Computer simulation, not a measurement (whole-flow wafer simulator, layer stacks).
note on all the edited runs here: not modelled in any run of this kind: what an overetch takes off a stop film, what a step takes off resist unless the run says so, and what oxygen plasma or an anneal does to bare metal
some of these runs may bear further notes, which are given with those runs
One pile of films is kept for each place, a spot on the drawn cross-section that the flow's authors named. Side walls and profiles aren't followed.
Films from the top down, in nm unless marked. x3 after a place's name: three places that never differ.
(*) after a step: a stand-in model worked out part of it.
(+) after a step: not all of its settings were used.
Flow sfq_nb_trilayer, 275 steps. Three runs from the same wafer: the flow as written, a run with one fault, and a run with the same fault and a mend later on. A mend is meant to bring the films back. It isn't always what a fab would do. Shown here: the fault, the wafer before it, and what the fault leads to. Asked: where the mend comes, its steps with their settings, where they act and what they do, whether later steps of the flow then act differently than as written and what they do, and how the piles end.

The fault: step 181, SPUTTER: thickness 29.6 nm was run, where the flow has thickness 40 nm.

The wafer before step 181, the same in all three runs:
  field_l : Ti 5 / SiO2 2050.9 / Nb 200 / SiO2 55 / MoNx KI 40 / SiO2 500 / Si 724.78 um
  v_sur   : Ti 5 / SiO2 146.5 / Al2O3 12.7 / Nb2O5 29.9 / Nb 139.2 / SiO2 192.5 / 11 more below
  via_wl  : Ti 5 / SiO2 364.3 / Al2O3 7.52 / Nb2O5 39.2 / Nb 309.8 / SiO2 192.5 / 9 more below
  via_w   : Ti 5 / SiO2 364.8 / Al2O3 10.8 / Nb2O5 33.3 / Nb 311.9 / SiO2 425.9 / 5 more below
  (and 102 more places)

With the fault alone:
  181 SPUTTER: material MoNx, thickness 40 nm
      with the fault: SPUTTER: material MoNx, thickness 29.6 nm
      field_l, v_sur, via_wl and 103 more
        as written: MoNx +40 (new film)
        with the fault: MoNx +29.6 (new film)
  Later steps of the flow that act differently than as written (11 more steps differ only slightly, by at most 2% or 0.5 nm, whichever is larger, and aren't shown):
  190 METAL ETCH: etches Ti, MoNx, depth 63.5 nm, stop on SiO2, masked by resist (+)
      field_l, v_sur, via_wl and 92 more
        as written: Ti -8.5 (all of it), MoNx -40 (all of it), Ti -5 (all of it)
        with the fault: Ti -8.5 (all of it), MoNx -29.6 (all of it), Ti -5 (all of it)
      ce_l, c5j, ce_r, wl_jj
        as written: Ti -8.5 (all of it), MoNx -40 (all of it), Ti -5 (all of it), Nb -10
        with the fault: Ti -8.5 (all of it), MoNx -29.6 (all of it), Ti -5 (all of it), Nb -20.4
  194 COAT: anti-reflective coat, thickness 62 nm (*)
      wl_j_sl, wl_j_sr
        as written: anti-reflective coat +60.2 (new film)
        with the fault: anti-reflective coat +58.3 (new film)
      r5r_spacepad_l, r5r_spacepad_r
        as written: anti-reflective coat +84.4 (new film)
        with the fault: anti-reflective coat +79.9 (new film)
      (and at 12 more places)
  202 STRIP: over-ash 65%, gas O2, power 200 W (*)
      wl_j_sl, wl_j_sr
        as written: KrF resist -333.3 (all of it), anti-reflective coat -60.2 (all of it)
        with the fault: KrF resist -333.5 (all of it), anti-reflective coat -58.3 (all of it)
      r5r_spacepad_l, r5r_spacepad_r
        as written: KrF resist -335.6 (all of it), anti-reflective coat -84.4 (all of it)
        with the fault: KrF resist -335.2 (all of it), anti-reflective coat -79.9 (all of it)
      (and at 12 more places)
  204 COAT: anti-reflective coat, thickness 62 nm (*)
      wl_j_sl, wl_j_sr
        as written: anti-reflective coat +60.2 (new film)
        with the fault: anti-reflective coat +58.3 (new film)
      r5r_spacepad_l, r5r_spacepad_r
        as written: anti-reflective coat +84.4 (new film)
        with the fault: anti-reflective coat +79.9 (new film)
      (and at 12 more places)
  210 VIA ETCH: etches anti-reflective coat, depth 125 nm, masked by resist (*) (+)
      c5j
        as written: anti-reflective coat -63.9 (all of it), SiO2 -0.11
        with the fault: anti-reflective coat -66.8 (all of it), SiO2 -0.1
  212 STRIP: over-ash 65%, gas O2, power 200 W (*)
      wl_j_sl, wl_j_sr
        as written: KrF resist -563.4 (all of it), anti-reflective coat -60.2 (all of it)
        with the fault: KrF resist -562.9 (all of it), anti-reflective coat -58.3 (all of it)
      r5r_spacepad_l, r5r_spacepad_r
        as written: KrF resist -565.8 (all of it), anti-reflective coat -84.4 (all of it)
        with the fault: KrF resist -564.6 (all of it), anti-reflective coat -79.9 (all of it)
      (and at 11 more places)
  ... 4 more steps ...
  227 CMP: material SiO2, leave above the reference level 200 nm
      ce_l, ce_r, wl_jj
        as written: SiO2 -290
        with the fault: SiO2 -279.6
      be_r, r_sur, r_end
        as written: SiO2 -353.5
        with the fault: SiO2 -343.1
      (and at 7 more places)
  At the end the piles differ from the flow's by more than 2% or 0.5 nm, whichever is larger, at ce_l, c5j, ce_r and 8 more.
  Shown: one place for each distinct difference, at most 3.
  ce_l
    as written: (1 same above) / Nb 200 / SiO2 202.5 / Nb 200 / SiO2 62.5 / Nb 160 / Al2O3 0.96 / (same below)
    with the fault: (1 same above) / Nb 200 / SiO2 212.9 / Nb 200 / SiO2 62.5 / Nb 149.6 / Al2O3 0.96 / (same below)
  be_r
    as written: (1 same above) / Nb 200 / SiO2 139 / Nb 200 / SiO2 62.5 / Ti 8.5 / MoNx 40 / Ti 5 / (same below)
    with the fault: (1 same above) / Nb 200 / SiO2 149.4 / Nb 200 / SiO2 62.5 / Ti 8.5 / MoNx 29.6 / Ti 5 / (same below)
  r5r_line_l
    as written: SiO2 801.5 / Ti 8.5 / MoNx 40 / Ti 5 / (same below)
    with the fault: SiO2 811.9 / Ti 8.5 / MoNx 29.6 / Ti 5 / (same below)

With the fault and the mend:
  The mend comes after step 181.
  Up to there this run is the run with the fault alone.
  181a SPUTTER: material MoNx, thickness 10.4 nm (the flow's step 181 once more, with other settings)
      field_l, v_sur, via_wl and 103 more
        MoNx +10.4
  No later step of the flow acts differently than as written at any place that is followed.
  At the end the piles are the same as the flow's at every place that both follow.
